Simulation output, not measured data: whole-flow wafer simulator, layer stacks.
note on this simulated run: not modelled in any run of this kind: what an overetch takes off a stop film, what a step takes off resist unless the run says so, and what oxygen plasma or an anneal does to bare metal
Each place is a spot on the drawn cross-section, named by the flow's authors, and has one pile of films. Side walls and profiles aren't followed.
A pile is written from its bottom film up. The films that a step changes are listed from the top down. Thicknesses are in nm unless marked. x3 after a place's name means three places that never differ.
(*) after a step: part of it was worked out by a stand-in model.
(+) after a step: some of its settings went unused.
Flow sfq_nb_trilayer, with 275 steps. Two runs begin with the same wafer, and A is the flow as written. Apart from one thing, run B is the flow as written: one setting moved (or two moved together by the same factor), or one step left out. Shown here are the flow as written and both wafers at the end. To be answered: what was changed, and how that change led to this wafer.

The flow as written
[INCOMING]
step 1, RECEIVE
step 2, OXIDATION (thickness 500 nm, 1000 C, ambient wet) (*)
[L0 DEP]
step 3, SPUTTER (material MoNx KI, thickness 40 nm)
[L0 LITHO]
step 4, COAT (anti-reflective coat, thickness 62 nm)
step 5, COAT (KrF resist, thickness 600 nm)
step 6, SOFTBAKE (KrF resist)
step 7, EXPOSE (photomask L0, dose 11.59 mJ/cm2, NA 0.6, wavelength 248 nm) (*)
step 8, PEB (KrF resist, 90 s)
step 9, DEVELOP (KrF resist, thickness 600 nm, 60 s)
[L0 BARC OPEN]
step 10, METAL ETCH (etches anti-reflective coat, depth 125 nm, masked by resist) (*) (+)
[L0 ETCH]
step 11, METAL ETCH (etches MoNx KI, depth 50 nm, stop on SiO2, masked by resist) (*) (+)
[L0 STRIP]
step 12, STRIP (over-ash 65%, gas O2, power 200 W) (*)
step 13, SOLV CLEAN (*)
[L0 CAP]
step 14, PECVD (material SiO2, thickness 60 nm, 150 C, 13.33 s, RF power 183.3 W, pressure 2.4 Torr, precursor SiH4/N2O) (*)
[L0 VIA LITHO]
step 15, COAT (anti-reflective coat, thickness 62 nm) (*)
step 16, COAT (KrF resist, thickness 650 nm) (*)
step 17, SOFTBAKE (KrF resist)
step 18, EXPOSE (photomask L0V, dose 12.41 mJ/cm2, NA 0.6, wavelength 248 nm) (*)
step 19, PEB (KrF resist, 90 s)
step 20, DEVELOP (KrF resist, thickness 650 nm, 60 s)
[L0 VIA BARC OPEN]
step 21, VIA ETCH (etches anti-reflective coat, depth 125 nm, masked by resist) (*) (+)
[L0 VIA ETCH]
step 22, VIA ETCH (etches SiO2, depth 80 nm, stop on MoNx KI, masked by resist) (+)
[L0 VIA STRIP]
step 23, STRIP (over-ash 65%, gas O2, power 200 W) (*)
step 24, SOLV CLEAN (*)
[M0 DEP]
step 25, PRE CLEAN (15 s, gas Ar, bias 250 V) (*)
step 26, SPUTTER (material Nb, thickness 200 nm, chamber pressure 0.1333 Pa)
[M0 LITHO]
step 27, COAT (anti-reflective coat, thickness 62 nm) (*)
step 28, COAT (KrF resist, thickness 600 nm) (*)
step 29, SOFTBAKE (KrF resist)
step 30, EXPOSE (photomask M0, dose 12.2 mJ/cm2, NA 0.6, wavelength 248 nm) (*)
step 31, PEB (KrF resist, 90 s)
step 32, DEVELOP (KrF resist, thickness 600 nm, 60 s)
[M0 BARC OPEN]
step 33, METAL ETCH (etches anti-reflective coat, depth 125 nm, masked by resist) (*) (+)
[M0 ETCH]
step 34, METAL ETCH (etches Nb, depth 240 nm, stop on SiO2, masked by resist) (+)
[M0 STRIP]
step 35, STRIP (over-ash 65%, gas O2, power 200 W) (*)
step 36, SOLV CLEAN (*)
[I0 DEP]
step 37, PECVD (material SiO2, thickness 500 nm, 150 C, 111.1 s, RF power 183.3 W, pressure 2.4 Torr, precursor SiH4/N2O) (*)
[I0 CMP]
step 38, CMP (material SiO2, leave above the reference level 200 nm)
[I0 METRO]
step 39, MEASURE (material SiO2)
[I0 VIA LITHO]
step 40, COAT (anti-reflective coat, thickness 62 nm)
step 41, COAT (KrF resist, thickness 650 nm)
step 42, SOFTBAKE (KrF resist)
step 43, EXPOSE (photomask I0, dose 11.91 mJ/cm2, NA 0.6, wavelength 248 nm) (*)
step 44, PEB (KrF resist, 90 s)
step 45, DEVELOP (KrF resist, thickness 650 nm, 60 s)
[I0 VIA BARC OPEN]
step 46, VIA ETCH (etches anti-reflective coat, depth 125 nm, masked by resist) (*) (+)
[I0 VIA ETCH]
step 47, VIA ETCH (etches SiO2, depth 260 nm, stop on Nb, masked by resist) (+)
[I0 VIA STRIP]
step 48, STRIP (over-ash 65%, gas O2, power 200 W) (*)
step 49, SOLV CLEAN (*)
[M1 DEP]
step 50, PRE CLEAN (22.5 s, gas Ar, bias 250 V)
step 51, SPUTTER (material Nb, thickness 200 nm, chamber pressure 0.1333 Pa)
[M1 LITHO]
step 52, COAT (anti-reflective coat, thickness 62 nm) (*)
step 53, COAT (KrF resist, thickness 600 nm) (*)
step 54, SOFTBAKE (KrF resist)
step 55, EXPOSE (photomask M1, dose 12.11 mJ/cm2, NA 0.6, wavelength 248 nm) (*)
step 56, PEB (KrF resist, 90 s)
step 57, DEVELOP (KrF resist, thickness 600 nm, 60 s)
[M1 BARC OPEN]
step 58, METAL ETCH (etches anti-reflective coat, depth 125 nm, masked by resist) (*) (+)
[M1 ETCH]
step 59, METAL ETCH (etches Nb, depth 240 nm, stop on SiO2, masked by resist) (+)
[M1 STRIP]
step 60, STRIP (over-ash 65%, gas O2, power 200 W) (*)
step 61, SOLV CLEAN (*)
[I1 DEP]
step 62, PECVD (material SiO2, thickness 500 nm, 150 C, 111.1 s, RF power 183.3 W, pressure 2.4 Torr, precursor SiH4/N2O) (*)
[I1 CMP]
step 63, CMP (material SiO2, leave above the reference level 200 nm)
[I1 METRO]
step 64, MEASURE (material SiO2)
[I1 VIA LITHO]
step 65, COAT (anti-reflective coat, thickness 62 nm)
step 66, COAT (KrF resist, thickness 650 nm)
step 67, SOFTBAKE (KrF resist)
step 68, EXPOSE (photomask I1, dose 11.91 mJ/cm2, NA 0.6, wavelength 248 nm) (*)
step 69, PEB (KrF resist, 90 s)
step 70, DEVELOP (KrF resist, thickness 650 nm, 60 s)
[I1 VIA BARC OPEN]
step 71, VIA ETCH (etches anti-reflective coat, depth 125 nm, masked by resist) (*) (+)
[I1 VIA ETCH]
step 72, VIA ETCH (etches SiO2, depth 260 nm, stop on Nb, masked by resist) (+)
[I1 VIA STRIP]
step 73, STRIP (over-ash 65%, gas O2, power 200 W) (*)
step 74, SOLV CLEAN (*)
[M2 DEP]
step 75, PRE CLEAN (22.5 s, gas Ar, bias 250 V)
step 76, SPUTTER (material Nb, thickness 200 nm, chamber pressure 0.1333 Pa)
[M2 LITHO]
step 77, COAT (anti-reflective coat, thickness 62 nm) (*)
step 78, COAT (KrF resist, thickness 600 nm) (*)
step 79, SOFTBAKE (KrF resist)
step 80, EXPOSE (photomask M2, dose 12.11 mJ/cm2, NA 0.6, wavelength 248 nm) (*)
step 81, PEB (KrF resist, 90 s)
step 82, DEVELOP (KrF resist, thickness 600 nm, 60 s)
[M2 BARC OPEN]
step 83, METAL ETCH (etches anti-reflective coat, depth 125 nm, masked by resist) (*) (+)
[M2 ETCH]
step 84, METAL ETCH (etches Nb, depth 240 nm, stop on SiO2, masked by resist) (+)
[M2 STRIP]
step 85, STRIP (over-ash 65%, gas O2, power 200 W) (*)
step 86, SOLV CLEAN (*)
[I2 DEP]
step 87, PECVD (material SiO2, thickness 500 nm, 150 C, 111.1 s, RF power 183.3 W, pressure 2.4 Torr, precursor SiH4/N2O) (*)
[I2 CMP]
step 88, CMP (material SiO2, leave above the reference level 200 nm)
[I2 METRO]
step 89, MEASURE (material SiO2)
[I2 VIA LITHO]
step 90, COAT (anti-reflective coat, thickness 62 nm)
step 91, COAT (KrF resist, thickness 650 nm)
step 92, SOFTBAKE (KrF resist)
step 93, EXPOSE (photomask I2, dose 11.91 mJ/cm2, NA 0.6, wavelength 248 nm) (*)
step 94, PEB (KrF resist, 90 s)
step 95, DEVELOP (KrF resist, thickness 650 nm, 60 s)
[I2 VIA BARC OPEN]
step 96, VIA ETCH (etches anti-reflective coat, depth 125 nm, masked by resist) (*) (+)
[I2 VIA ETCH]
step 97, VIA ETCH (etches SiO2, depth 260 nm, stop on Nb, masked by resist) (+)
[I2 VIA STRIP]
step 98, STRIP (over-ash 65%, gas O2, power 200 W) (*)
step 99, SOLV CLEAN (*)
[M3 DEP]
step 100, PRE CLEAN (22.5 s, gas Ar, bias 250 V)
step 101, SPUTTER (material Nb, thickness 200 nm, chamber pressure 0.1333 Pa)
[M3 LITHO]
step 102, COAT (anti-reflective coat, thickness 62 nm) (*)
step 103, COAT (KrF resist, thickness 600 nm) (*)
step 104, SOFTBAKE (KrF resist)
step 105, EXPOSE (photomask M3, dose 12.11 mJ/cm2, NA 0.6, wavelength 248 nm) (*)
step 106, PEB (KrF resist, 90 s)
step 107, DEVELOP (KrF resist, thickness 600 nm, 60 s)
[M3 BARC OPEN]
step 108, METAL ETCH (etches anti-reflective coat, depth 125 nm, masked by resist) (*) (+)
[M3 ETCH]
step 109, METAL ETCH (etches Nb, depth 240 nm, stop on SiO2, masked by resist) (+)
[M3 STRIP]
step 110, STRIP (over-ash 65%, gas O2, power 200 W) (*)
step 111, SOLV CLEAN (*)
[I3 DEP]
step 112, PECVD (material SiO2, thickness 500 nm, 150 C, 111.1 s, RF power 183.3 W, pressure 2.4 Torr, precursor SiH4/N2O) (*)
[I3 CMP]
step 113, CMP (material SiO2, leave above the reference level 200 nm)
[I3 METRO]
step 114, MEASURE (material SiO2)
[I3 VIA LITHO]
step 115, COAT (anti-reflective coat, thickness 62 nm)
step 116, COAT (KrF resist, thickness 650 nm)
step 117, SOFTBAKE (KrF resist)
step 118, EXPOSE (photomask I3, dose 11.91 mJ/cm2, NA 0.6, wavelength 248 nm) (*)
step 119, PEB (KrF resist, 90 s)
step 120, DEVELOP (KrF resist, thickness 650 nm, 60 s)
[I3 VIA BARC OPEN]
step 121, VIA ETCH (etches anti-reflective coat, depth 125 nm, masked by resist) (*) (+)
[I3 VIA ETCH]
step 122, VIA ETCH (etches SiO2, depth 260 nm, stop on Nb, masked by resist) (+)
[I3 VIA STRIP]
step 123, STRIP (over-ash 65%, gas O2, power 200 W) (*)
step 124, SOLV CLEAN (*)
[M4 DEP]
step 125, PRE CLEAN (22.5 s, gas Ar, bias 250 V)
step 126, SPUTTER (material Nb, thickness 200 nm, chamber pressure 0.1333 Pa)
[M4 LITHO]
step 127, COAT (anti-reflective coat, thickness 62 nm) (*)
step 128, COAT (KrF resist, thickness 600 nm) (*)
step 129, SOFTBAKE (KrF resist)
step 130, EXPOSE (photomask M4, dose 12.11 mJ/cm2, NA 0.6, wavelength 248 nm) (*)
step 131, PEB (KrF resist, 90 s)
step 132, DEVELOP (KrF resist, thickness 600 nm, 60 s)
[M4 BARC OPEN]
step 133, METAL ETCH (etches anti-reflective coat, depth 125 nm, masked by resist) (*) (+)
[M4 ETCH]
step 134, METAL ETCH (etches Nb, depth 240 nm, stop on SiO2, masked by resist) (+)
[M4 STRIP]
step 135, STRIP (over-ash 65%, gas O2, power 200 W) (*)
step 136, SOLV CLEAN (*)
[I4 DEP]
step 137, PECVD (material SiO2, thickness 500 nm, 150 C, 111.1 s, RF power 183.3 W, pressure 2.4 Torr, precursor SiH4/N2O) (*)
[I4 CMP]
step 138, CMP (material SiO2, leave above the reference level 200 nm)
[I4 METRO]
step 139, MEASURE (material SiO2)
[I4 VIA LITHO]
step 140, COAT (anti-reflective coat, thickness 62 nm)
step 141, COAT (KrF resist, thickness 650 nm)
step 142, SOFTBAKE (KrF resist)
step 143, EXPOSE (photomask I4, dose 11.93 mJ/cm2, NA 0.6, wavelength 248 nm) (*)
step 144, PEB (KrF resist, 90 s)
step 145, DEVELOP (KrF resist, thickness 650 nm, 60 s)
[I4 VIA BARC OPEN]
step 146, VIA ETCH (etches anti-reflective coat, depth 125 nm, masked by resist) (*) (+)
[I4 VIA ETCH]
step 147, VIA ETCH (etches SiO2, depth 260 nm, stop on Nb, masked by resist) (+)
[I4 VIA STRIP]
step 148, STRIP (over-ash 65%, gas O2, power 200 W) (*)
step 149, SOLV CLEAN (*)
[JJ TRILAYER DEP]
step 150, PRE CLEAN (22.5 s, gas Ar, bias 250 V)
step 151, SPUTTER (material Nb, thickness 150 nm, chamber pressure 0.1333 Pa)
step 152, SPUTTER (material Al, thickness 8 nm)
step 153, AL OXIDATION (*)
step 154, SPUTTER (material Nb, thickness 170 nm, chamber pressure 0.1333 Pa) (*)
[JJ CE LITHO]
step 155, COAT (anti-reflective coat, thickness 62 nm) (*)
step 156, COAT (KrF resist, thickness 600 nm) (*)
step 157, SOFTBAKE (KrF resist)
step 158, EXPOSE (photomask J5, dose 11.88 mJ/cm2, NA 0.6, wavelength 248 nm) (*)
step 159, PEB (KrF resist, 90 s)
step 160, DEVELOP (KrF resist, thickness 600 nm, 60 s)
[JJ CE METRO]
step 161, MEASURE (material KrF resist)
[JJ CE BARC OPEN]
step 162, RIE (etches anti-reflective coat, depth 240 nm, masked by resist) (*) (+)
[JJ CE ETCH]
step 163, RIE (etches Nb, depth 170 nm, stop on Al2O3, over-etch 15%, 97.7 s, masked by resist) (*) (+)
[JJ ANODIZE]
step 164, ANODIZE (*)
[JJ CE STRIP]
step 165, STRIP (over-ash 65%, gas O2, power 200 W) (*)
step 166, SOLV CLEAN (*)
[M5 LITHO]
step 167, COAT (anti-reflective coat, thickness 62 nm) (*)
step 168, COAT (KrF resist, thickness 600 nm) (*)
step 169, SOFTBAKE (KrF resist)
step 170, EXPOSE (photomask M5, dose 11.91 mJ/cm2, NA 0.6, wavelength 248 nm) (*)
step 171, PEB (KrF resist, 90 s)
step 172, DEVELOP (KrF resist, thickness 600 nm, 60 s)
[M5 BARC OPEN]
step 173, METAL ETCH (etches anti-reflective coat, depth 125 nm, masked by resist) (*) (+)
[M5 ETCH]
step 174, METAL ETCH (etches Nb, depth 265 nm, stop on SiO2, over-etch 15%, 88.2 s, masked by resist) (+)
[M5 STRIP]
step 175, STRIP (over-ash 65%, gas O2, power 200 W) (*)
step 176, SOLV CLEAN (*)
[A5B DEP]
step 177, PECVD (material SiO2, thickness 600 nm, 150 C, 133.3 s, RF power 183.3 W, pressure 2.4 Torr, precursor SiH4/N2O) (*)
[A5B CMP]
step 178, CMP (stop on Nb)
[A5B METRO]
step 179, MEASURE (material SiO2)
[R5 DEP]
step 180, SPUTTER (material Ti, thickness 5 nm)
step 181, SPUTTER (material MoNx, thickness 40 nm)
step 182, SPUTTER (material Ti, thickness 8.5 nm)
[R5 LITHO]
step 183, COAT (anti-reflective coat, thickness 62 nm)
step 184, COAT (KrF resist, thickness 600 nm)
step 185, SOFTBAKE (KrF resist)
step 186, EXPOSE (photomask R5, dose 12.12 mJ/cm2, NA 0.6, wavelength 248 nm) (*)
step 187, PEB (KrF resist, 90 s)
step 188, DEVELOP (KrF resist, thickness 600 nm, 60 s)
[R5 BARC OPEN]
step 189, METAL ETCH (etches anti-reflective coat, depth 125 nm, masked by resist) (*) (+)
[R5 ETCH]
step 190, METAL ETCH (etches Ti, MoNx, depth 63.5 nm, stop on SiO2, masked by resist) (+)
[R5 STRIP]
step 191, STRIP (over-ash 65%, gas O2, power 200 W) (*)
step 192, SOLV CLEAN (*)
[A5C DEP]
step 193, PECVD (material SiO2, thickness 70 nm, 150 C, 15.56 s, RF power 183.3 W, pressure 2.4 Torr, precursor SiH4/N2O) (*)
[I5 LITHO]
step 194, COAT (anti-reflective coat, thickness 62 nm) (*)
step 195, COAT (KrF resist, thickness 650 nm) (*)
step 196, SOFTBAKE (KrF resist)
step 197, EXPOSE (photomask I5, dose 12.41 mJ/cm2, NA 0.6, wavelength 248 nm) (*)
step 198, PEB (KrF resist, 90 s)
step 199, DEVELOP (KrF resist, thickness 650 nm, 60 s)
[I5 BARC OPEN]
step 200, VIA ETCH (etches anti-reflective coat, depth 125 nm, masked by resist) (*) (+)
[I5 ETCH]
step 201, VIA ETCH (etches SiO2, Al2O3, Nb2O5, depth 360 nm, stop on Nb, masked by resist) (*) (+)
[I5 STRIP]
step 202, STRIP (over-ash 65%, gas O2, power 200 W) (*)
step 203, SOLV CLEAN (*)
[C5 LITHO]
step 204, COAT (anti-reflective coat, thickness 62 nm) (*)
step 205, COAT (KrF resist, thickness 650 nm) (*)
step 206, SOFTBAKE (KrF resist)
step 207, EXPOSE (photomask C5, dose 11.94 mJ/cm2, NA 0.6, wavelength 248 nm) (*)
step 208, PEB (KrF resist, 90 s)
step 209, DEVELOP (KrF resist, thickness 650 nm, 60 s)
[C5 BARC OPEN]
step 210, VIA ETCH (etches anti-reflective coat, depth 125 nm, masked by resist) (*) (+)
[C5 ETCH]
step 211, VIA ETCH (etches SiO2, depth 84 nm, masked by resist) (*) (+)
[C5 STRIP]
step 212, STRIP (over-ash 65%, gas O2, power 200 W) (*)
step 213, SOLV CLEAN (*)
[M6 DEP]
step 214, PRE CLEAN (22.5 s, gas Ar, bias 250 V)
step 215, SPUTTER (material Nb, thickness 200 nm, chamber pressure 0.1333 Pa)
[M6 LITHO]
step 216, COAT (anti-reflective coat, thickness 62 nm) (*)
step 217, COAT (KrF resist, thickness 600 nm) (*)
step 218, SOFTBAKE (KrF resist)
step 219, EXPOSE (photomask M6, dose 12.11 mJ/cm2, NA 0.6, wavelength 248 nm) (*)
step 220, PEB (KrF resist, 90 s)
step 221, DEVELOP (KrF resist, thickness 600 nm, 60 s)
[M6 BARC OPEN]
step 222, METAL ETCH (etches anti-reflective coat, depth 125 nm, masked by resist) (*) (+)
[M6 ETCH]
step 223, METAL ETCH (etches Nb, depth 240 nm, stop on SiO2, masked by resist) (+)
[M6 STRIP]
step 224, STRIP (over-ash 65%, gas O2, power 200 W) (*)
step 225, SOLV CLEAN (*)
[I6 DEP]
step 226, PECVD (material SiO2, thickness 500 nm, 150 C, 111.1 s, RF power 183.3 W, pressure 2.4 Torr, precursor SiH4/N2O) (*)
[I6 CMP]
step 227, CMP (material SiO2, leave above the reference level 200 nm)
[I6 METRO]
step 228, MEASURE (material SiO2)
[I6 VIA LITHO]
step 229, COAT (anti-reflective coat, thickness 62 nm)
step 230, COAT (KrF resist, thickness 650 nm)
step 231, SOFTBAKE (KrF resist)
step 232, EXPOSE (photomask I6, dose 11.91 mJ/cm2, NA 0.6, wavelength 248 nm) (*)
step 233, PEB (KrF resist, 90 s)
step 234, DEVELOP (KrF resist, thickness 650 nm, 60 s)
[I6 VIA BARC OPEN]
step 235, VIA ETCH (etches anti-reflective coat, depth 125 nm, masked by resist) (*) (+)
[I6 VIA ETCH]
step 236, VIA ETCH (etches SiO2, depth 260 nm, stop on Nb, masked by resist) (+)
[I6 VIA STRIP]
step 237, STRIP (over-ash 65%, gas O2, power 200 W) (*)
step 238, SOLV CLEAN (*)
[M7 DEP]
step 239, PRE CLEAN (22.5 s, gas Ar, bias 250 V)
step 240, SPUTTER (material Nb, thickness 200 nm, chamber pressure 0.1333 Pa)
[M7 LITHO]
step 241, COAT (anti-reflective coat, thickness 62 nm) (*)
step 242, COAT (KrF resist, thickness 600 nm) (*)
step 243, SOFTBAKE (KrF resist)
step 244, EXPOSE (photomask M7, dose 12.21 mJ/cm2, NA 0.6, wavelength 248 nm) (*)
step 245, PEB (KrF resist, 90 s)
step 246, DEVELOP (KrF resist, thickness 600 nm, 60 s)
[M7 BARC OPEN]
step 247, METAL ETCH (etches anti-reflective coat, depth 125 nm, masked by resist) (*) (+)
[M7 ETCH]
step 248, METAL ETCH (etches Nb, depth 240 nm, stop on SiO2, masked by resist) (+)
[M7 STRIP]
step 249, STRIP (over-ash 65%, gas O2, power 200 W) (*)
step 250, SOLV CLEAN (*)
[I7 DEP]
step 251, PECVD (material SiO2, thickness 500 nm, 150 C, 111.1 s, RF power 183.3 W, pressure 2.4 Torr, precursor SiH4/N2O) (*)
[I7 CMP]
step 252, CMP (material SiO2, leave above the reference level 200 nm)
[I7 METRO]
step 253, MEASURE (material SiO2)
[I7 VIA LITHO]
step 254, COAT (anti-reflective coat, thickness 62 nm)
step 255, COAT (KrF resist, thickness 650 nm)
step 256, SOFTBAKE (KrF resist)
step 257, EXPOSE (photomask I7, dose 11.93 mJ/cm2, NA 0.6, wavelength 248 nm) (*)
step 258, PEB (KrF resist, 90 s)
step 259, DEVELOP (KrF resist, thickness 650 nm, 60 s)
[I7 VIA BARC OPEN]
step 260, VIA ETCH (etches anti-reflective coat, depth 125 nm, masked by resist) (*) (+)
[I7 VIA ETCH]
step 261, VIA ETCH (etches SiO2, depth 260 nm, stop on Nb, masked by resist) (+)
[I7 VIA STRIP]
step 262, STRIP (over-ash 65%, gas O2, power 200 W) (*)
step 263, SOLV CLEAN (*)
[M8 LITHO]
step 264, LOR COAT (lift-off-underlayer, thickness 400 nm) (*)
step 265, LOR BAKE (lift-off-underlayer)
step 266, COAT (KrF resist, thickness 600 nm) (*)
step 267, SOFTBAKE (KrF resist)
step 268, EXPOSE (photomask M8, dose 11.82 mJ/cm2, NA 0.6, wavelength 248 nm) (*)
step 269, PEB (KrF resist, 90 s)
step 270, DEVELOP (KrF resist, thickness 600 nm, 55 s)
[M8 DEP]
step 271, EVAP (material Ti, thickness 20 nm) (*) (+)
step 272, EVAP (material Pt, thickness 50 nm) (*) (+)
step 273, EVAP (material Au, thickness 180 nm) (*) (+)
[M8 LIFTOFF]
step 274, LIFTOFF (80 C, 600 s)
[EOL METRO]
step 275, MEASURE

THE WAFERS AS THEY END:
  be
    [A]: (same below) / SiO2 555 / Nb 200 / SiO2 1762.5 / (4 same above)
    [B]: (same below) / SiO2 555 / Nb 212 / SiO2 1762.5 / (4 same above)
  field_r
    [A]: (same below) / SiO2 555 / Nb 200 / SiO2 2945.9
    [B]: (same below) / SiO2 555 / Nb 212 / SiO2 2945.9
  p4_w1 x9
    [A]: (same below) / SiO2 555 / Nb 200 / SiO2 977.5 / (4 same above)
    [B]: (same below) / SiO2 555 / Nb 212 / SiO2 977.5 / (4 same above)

The reason: step 26, SPUTTER: thickness 212 nm was run, though the flow has thickness 200 nm.
The wafer lets one read it off: be has Nb 212, and step 26 as written asks for 200 nm.

Step by step, how the change led to this:
  step 26, SPUTTER (material Nb, thickness 200 nm, chamber pressure 0.1333 Pa)
      field_l, v_sur, via_wl and 102 more: A Nb gains 200 (new film) | B Nb gains 212 (new film)
      l0v: A Nb gains 195.7 (new film) | B Nb gains 207.7 (new film)
  step 34, METAL ETCH (etches Nb, depth 240 nm, stop on SiO2, masked by resist) (+)
      moat, m0r_space_l x2: A Nb loses 200 (all of it) | B Nb loses 212 (all of it)
  step 37, PECVD (material SiO2, thickness 500 nm, 150 C, 111.1 s, RF power 183.3 W, pressure 2.4 Torr, precursor SiH4/N2O) (*)
      moat, m0r_space_l x2: A SiO2 gains 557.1 | B SiO2 gains 569.1
